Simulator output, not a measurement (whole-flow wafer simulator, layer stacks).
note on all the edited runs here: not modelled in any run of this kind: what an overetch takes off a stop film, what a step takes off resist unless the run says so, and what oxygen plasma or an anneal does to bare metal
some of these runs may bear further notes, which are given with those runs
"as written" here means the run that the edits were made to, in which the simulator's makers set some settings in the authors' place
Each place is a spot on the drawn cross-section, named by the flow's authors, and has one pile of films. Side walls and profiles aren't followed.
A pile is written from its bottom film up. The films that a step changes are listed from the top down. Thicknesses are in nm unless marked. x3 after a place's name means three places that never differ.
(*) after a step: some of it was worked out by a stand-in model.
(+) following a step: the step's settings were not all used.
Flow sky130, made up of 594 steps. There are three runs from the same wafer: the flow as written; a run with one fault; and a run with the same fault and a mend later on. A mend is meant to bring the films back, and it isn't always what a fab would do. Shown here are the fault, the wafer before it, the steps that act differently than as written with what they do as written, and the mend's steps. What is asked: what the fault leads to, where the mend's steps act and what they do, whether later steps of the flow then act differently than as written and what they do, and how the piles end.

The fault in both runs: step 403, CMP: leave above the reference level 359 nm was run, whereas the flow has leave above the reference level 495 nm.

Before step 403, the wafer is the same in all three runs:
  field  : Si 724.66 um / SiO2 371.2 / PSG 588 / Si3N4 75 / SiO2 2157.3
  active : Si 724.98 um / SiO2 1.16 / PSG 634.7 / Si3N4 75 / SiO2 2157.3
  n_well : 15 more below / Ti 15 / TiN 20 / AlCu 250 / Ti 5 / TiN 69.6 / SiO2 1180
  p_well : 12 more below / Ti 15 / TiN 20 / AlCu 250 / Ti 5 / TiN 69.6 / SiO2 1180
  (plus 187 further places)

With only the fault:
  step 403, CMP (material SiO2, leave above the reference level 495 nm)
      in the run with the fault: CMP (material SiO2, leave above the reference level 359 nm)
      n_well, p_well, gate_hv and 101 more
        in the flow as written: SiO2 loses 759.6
        in the run with the fault: SiO2 loses 895.6
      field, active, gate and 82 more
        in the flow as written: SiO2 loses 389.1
        in the run with the fault: SiO2 loses 525.1
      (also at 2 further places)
  Steps further on in the flow that do not act as written:
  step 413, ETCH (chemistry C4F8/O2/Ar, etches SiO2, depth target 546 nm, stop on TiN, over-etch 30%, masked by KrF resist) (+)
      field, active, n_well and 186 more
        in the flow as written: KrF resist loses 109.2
        in the run with the fault: KrF resist loses 73.9
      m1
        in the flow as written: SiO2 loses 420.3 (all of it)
        in the run with the fault: SiO2 loses 284.3 (all of it)
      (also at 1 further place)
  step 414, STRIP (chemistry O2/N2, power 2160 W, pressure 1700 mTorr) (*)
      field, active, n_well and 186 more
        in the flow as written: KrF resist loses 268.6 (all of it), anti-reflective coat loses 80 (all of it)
        in the run with the fault: KrF resist loses 303.9 (all of it), anti-reflective coat loses 80 (all of it)
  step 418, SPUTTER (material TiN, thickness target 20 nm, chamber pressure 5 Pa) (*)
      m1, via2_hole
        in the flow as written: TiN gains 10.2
        in the run with the fault: TiN gains 12.1
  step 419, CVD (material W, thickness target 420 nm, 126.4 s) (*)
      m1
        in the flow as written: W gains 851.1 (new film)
        in the run with the fault: W gains 713.2 (new film)
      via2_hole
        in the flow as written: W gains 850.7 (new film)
        in the run with the fault: W gains 712.8 (new film)
  By the end, the piles at field, active, n_well and 190 more depart from the flow's by more than 2% or 0.5 nm, whichever is larger.
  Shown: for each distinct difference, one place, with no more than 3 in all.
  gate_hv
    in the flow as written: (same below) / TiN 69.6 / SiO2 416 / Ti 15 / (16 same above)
    in the run with the fault: (same below) / TiN 69.6 / SiO2 280 / Ti 15 / (16 same above)
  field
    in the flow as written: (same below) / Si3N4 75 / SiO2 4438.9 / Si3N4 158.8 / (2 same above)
    in the run with the fault: (same below) / Si3N4 75 / SiO2 4302.9 / Si3N4 158.8 / (2 same above)
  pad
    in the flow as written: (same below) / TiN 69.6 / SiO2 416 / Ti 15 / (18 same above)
    in the run with the fault: (same below) / TiN 69.6 / SiO2 280 / Ti 15 / (18 same above)

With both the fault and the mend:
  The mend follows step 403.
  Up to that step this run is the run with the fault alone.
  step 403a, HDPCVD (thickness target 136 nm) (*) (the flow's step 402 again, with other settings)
      field, active, n_well and 188 more
        SiO2 gains 136
  Later steps of the flow that are run all act as written at every place that is followed, up to a difference of at most 2% or 0.5 nm, whichever is larger.
  At every place that both follow, the piles at the end match the flow's.
